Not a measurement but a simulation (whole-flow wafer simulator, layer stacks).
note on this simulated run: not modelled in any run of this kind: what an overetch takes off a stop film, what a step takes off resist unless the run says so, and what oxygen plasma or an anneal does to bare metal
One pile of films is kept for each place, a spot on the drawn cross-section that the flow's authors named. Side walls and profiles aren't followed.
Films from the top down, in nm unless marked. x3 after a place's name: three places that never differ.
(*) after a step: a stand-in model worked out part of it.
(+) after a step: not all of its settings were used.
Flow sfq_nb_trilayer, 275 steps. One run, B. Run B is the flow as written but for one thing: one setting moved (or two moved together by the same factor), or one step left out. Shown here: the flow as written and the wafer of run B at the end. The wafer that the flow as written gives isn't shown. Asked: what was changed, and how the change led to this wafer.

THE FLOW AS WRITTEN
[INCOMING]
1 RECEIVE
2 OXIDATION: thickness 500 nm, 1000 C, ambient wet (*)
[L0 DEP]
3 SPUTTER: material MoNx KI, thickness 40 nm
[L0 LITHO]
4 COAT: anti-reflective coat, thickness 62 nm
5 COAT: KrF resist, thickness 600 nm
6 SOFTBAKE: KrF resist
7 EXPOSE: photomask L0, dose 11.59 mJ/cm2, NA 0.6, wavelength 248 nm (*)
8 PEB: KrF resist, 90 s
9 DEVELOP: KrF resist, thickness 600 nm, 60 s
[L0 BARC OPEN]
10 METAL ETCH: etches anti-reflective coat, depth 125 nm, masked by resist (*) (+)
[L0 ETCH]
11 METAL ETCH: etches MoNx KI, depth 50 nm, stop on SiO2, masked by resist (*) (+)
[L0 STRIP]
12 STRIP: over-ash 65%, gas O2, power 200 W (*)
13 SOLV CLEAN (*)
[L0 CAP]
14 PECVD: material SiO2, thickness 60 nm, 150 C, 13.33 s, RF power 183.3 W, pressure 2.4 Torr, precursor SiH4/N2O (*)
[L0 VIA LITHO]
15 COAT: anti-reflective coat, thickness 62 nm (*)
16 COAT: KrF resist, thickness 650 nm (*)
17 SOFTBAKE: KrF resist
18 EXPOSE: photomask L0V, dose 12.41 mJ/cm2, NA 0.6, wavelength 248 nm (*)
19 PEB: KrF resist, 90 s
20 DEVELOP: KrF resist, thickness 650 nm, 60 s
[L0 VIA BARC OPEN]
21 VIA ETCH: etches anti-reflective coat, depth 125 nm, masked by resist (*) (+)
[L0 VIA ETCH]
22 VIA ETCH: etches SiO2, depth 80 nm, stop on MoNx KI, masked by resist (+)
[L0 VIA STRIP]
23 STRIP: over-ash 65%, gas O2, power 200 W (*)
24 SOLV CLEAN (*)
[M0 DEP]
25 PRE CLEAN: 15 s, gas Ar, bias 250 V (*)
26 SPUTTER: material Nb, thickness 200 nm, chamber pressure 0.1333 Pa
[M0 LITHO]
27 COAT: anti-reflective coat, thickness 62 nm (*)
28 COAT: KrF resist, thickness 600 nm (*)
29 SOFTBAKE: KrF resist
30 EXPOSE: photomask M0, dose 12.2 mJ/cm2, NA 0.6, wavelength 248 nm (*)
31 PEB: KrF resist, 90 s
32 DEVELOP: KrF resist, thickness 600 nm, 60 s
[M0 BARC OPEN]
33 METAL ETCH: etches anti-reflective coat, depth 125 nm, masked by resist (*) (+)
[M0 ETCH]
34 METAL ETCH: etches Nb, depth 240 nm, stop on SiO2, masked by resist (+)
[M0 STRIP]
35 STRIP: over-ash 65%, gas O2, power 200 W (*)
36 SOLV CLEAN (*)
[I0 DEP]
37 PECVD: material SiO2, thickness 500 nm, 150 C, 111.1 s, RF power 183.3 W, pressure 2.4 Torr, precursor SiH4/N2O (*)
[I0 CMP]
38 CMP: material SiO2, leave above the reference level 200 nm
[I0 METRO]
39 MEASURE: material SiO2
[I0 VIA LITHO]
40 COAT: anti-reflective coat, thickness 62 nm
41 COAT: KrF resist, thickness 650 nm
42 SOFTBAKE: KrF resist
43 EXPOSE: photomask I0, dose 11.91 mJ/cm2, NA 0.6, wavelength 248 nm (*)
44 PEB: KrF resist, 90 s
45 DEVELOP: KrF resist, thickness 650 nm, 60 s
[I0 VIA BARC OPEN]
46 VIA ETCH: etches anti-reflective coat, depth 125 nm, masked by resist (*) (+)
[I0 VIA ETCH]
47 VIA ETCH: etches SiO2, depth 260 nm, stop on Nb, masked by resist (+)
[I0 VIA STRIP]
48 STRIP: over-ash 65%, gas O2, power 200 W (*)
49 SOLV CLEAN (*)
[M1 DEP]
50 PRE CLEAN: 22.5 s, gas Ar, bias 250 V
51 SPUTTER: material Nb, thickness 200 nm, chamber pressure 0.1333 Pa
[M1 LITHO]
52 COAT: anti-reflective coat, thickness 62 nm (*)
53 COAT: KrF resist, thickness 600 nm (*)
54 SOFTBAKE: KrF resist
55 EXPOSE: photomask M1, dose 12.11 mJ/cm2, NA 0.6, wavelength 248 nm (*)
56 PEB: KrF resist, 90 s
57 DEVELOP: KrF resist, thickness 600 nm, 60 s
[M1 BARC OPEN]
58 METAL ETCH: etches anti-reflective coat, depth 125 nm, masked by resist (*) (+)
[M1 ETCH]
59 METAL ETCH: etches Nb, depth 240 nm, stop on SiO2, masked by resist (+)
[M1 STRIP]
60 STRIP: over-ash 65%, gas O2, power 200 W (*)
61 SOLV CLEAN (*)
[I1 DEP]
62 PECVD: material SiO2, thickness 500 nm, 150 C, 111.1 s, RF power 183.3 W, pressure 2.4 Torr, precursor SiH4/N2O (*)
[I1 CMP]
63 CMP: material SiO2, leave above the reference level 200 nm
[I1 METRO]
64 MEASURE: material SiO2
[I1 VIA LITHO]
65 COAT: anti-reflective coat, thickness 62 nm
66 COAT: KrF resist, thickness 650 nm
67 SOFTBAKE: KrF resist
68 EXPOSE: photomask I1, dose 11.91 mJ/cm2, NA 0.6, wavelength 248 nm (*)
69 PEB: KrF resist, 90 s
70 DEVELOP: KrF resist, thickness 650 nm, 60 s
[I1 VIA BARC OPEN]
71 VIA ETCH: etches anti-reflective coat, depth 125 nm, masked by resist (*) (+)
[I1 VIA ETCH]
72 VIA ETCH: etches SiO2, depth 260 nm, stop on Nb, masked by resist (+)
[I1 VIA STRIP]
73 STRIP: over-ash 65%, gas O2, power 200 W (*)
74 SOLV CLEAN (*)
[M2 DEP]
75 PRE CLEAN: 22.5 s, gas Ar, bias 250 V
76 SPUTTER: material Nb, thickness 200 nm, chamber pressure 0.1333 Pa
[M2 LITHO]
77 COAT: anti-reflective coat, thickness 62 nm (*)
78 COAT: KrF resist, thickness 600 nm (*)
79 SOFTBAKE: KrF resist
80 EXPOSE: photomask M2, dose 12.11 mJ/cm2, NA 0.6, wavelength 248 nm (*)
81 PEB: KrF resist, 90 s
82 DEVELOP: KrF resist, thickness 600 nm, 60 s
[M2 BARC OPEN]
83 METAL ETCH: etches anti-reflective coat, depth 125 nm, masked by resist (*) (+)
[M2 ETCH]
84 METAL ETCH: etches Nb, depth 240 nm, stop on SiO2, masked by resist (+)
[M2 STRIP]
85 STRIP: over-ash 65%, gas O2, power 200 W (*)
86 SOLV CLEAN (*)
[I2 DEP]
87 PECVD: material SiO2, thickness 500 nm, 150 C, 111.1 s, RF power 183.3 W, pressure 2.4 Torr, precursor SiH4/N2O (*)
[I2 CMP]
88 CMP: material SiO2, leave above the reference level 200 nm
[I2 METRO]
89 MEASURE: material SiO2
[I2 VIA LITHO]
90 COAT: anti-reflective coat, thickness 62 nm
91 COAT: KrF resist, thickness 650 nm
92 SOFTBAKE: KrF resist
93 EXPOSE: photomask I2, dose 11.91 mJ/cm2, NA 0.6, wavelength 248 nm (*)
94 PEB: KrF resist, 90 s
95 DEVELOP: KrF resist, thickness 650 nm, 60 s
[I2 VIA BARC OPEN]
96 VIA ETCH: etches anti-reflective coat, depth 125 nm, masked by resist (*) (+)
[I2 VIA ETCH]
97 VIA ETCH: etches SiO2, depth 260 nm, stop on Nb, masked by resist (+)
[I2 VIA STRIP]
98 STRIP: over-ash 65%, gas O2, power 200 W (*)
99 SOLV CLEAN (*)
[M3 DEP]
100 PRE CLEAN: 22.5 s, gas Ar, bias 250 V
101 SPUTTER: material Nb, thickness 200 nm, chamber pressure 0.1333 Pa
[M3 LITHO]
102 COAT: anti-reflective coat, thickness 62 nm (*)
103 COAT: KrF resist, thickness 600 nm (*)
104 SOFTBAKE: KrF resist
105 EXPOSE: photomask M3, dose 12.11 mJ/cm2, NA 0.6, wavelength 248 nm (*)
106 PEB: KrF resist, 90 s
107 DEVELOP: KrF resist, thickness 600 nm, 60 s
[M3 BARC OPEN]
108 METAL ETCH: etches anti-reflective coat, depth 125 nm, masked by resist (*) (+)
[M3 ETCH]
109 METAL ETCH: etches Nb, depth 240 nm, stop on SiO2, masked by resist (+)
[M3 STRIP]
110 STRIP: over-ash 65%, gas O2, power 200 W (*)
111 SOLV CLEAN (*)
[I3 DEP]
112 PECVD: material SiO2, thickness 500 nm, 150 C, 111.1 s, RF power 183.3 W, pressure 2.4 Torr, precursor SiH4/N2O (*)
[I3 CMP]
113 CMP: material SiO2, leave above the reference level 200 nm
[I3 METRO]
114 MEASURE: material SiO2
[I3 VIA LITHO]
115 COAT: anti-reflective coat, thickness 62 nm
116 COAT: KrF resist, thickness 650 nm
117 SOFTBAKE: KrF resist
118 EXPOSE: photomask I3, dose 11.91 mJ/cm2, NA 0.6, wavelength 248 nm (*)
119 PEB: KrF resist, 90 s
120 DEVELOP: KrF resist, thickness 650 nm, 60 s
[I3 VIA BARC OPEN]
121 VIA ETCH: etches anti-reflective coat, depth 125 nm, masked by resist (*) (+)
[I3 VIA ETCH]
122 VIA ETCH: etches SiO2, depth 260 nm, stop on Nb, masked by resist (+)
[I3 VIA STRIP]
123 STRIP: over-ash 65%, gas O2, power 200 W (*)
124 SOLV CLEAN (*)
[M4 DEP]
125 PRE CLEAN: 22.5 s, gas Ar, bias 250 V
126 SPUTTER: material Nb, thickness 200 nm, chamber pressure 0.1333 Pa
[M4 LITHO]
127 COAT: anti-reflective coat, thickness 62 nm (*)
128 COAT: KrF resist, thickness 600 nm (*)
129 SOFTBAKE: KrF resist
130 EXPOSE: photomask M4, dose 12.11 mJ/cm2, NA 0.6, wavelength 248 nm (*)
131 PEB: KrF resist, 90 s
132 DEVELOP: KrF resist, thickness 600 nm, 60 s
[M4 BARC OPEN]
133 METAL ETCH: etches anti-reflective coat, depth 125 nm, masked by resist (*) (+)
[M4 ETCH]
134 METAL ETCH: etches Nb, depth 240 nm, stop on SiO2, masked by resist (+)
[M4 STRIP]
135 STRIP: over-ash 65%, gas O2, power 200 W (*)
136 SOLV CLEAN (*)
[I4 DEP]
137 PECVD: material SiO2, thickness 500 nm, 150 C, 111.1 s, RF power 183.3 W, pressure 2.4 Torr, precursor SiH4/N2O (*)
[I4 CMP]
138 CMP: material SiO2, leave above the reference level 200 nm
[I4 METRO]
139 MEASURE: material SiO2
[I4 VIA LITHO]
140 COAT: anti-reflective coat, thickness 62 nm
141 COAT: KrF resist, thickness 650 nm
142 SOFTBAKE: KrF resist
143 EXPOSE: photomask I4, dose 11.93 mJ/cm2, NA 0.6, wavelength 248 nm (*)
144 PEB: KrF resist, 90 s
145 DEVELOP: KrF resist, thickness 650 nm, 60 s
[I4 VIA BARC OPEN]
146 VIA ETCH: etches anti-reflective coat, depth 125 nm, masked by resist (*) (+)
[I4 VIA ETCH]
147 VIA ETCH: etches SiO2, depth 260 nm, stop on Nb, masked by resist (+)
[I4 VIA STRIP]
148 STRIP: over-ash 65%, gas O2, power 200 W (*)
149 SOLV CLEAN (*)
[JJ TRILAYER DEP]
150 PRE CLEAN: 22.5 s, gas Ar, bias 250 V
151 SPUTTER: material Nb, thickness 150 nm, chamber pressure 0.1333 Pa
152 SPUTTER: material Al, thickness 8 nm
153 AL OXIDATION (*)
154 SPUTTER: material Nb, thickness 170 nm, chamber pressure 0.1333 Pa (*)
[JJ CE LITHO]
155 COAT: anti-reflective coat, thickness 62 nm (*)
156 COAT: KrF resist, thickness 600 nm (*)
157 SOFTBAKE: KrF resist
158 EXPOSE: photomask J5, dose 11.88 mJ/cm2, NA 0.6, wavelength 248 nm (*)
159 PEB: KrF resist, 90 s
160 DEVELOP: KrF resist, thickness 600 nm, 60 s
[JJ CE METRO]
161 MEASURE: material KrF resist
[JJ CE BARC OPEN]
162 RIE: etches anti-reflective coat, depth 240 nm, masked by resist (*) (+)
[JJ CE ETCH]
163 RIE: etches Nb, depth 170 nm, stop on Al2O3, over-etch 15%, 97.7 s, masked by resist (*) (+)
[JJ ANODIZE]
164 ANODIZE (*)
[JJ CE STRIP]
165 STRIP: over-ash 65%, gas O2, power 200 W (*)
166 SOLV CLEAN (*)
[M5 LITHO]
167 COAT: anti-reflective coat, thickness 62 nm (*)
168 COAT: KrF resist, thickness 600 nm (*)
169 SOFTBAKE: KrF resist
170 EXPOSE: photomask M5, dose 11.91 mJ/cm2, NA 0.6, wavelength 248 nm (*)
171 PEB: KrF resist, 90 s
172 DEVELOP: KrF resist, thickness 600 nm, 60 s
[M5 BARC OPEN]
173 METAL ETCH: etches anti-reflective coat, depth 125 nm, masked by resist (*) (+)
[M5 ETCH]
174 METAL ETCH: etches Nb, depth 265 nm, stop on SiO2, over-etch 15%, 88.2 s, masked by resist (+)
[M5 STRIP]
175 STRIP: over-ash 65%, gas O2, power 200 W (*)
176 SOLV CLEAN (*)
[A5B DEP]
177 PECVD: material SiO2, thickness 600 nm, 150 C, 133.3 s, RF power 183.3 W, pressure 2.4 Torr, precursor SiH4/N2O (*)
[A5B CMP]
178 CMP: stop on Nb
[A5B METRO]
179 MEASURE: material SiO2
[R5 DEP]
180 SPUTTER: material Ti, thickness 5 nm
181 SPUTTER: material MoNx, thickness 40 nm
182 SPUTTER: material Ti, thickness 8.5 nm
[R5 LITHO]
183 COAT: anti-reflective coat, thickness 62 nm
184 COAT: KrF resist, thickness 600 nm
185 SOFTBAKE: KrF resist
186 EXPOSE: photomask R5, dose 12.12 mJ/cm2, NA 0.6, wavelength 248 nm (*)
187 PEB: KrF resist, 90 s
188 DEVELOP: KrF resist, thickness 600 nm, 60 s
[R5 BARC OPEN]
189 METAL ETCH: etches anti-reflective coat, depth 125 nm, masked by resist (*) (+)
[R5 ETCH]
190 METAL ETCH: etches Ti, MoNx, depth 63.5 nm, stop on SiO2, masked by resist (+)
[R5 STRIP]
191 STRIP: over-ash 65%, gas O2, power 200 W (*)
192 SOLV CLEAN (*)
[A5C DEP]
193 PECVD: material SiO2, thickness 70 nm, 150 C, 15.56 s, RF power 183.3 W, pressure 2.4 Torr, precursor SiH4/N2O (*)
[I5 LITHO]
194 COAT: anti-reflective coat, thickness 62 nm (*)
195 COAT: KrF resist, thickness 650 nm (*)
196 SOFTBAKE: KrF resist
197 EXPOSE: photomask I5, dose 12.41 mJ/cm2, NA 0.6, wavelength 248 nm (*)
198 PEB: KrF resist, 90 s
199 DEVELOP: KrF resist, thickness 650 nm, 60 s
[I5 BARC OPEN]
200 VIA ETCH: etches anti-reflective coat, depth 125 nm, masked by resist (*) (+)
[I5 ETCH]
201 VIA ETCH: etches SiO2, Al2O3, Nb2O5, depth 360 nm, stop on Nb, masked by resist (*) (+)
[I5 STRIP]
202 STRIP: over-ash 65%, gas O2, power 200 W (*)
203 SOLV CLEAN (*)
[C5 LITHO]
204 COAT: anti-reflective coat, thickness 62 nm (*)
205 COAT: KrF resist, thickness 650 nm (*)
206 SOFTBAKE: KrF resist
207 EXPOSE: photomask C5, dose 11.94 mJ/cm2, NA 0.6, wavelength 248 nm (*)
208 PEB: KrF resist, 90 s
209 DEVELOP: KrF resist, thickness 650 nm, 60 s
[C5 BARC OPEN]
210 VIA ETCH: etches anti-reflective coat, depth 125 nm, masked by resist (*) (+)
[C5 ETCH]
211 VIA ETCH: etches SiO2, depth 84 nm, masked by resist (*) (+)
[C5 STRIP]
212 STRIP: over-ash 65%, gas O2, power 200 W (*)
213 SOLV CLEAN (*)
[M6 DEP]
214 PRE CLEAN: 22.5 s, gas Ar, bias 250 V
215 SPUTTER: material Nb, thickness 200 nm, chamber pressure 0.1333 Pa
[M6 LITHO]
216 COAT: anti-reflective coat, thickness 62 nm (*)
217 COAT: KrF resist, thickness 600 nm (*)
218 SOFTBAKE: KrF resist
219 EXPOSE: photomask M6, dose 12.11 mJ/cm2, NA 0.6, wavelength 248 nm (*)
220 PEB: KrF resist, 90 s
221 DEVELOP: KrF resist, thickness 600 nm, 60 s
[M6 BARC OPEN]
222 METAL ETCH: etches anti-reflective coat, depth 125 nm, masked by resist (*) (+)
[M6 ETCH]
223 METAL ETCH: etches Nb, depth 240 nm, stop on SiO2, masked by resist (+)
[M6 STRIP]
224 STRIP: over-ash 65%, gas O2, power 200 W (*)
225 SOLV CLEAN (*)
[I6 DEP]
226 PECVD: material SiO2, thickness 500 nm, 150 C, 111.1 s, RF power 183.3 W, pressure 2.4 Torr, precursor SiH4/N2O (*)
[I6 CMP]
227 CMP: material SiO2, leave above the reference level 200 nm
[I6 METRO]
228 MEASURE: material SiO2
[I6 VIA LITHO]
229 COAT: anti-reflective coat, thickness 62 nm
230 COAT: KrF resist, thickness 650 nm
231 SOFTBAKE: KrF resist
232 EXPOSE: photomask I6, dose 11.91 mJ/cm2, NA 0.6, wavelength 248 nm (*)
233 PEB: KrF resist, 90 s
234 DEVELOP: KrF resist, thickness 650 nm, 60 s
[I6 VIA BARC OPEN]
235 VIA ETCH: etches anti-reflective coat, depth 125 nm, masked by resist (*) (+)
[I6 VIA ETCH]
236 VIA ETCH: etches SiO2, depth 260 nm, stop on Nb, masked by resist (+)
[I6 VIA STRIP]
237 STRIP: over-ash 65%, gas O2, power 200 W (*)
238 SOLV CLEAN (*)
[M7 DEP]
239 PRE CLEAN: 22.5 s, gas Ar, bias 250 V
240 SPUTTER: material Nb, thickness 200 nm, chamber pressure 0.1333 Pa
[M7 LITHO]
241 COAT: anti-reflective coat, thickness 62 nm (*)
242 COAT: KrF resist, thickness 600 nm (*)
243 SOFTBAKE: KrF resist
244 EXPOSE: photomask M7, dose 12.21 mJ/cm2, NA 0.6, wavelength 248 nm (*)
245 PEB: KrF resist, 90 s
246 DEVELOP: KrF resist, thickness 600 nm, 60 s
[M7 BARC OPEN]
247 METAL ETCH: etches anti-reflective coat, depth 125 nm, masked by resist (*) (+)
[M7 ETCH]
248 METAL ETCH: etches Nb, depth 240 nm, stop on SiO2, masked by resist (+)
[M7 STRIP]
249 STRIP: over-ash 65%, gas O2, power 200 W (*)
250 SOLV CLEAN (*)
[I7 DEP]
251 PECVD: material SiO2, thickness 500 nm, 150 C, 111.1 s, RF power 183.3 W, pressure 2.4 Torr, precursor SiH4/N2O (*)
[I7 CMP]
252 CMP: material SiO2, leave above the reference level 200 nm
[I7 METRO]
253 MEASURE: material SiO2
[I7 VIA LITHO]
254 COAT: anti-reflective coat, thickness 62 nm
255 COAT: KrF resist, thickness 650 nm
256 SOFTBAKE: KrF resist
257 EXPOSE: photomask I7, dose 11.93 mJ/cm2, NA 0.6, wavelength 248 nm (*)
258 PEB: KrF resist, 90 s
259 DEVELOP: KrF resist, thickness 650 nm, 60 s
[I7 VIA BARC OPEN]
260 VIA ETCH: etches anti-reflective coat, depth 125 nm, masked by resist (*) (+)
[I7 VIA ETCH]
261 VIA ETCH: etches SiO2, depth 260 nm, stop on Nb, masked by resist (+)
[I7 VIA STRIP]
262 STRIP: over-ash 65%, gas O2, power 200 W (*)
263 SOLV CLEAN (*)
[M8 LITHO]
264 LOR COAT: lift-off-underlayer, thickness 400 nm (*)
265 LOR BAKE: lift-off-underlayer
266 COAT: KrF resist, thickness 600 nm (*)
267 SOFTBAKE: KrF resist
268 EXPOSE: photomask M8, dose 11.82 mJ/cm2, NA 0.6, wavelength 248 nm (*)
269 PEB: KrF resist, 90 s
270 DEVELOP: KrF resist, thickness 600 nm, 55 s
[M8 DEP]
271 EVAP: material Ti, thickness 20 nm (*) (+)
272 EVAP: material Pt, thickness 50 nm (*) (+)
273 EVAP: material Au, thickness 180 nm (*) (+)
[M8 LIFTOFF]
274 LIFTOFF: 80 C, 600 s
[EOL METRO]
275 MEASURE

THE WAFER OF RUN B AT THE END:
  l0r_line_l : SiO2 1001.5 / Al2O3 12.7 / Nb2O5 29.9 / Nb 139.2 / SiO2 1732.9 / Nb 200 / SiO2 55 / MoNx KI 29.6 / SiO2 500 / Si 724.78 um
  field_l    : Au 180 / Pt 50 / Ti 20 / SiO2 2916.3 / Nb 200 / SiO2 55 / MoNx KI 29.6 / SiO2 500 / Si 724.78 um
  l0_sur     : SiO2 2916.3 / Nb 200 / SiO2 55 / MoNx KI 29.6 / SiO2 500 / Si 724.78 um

The cause: step 3, SPUTTER: thickness 29.6 nm was run, where the flow has thickness 40 nm.
It can be read off the wafer: l0r_line_l has MoNx KI 29.6, and step 3 as written asks for 40 nm.

How the change led to this, step by step:
  3 SPUTTER: material MoNx KI, thickness 40 nm
      field_l, v_sur, via_wl and 103 more: MoNx KI +29.6 (new film) (as written it would be: MoNx KI +40 (new film))
  11 METAL ETCH: etches MoNx KI, depth 50 nm, stop on SiO2, masked by resist (*) (+)
      v_sur, via_wl, via_w and 97 more: MoNx KI -29.6 (all of it) (as written it would be: MoNx KI -40 (all of it))
      field_l, l0_sur, l0v, l0r_line_l, l0r_line_c, l0r_line_r: KrF resist -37 (as written it would be: KrF resist -41.7)
  15 COAT: anti-reflective coat, thickness 62 nm (*)
      field_l: anti-reflective coat +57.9 (new film) (as written it would be: anti-reflective coat +56.7 (new film))
      v_sur: anti-reflective coat +69.6 (new film) (as written it would be: anti-reflective coat +72.2 (new film))
      (and at 3 more places)
  23 STRIP: over-ash 65%, gas O2, power 200 W (*)
      field_l: KrF resist -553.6 (all of it), anti-reflective coat -57.9 (all of it) (as written it would be: KrF resist -551.4 (all of it), anti-reflective coat -56.7 (all of it))
      v_sur: KrF resist -567.5 (all of it), anti-reflective coat -69.6 (all of it) (as written it would be: KrF resist -570.5 (all of it), anti-reflective coat -72.2 (all of it))
      (and at 3 more places)
  27 COAT: anti-reflective coat, thickness 62 nm (*)
      field_l: anti-reflective coat +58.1 (new film) (as written it would be: anti-reflective coat +56.9 (new film))
      v_sur: anti-reflective coat +69.7 (new film) (as written it would be: anti-reflective coat +72.3 (new film))
      (and at 3 more places)
  35 STRIP: over-ash 65%, gas O2, power 200 W (*)
      field_l: KrF resist -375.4 (all of it), anti-reflective coat -58.1 (all of it) (as written it would be: KrF resist -372.9 (all of it), anti-reflective coat -56.9 (all of it))
      v_sur: KrF resist -389 (all of it), anti-reflective coat -69.7 (all of it) (as written it would be: KrF resist -391.6 (all of it), anti-reflective coat -72.3 (all of it))
      (and at 3 more places)
  38 CMP: material SiO2, leave above the reference level 200 nm
      field_l, l0_sur, l0r_line_l, l0r_line_c, l0r_line_r: SiO2 -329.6 (as written it would be: SiO2 -340)
      l0v: SiO2 -267.4 (as written it would be: SiO2 -277.8)
